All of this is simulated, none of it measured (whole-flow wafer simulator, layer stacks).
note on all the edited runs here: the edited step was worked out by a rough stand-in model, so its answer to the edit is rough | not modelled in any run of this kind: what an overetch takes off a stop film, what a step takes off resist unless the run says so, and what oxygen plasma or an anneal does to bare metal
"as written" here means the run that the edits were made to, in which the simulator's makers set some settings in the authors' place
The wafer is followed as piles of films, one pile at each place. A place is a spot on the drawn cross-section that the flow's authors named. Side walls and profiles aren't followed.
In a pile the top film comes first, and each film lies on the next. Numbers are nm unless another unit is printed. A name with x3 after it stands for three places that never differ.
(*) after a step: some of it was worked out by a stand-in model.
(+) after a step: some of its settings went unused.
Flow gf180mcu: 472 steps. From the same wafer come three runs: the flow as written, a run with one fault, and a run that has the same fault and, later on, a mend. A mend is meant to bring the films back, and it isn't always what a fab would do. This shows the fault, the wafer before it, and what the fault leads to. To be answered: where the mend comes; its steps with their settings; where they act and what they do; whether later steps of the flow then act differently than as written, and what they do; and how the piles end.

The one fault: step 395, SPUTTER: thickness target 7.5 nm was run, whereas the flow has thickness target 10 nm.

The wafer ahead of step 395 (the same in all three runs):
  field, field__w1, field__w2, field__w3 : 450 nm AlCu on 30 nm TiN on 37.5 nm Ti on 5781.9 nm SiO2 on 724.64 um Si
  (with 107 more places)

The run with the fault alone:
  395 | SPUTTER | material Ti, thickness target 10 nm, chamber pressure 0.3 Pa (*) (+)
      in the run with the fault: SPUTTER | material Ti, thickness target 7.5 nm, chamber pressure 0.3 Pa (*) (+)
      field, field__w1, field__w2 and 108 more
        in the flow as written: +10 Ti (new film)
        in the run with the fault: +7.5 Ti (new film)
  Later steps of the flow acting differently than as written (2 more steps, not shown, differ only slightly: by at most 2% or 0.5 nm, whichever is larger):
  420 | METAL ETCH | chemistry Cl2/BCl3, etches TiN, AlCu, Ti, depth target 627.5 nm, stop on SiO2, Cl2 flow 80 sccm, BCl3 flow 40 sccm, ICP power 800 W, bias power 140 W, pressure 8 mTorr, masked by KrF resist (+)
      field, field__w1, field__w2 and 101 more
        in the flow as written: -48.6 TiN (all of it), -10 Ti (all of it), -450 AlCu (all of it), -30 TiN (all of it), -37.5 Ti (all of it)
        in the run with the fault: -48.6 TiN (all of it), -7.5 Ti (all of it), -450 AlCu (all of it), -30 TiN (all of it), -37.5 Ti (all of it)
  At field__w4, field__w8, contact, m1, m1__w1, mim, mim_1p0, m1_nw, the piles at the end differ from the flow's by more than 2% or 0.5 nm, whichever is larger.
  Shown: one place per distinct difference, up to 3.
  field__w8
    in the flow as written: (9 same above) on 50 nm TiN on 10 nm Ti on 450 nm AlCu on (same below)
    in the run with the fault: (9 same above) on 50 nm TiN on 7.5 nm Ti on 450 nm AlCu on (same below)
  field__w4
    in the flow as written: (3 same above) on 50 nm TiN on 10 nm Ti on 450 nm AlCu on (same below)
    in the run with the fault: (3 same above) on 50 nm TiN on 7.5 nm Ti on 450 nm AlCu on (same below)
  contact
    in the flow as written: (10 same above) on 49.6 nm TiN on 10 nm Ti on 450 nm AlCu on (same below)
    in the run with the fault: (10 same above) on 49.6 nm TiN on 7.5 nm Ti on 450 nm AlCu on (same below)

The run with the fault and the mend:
  After step 395 comes the mend.
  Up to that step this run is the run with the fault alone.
  395a | SPUTTER | material Ti, thickness target 2.5 nm, chamber pressure 0.3 Pa (*) (+) (the flow's step 395 again, with other settings)
      field, field__w1, field__w2 and 108 more
        +2.5 Ti
  Every later step of the flow that is run acts as written at every place that is followed.
  At every place that both follow, the piles at the end match the flow's.
